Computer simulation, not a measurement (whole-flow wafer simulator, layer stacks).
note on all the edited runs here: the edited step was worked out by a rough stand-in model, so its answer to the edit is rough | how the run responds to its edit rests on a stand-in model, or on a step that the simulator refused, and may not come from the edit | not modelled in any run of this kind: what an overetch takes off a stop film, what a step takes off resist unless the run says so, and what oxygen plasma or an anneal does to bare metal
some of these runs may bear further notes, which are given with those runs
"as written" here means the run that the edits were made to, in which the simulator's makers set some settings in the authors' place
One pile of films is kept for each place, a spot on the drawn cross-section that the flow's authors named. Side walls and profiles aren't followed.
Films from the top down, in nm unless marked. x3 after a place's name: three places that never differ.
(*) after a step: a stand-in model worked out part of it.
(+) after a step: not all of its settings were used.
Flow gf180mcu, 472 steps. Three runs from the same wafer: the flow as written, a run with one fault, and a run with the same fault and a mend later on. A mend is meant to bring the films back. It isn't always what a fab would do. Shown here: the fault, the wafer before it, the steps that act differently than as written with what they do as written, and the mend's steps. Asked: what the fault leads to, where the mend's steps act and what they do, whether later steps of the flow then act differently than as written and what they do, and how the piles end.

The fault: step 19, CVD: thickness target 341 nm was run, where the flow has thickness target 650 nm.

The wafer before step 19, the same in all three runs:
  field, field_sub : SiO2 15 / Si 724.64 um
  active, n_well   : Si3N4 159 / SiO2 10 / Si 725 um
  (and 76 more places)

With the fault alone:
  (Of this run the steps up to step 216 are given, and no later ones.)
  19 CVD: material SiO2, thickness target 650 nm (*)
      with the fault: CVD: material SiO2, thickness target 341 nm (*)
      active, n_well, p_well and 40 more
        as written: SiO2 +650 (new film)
        with the fault: SiO2 +341 (new film)
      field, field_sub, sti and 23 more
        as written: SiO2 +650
        with the fault: SiO2 +341
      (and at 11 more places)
  Later steps of the flow that act differently than as written (4 more steps differ only slightly, by at most 2% or 0.5 nm, whichever is larger, and aren't shown):
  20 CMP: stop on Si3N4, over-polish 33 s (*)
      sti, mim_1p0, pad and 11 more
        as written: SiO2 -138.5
        with the fault: nothing
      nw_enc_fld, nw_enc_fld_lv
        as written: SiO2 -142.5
        with the fault: nothing
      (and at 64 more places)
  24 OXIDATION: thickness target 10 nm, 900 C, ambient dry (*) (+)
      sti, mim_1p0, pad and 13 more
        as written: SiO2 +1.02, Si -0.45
        with the fault: SiO2 +1.53, Si -0.67
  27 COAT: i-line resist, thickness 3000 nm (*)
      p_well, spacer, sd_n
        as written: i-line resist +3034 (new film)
        with the fault: i-line resist +2874.4 (new film)
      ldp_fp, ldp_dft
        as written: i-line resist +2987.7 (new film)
        with the fault: i-line resist +2877.8 (new film)
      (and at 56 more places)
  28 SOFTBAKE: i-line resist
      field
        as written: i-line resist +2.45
        with the fault: i-line resist -8.42
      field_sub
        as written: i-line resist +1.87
        with the fault: i-line resist -6.95
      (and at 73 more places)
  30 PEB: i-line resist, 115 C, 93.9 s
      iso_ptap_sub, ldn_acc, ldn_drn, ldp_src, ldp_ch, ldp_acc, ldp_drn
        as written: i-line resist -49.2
        with the fault: i-line resist -47.2
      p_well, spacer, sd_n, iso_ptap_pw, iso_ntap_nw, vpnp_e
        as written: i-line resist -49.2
        with the fault: i-line resist -46.7
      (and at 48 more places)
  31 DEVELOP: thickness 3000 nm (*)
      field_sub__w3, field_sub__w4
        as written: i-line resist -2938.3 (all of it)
        with the fault: i-line resist -3009.4 (all of it)
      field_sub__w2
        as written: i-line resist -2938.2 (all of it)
        with the fault: i-line resist -3004.7 (all of it)
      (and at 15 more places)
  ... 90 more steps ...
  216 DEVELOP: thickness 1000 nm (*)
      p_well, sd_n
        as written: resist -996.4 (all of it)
        with the fault: resist -849.7 (all of it)
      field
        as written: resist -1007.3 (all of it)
        with the fault: resist -1033.4 (all of it)
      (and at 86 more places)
  After step 216 the piles differ from the flow's by more than 2% or 0.5 nm, whichever is larger, at field, field__w1, field__w2 and 52 more.
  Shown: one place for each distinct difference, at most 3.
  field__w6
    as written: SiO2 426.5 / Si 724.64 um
    with the fault: SiO2 58.8 / poly-Si 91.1 / SiO2 213.6 / Si 724.63 um
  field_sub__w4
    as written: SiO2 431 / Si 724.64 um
    with the fault: SiO2 59 / poly-Si 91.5 / SiO2 213.6 / Si 724.63 um
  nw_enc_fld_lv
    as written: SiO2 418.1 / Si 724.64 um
    with the fault: SiO2 58.6 / poly-Si 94 / SiO2 199.3 / Si 724.63 um

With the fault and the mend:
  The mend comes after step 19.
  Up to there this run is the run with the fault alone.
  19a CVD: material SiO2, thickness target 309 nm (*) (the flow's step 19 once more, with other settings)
      field, field_sub, active and 77 more
        SiO2 +309
  No later step of the flow acts differently than as written, at any place that is followed, by more than 2% or 0.5 nm, whichever is larger.
  At the end the piles differ from the flow's only slightly at the places that both follow, by at most 2% or 0.5 nm, whichever is larger.
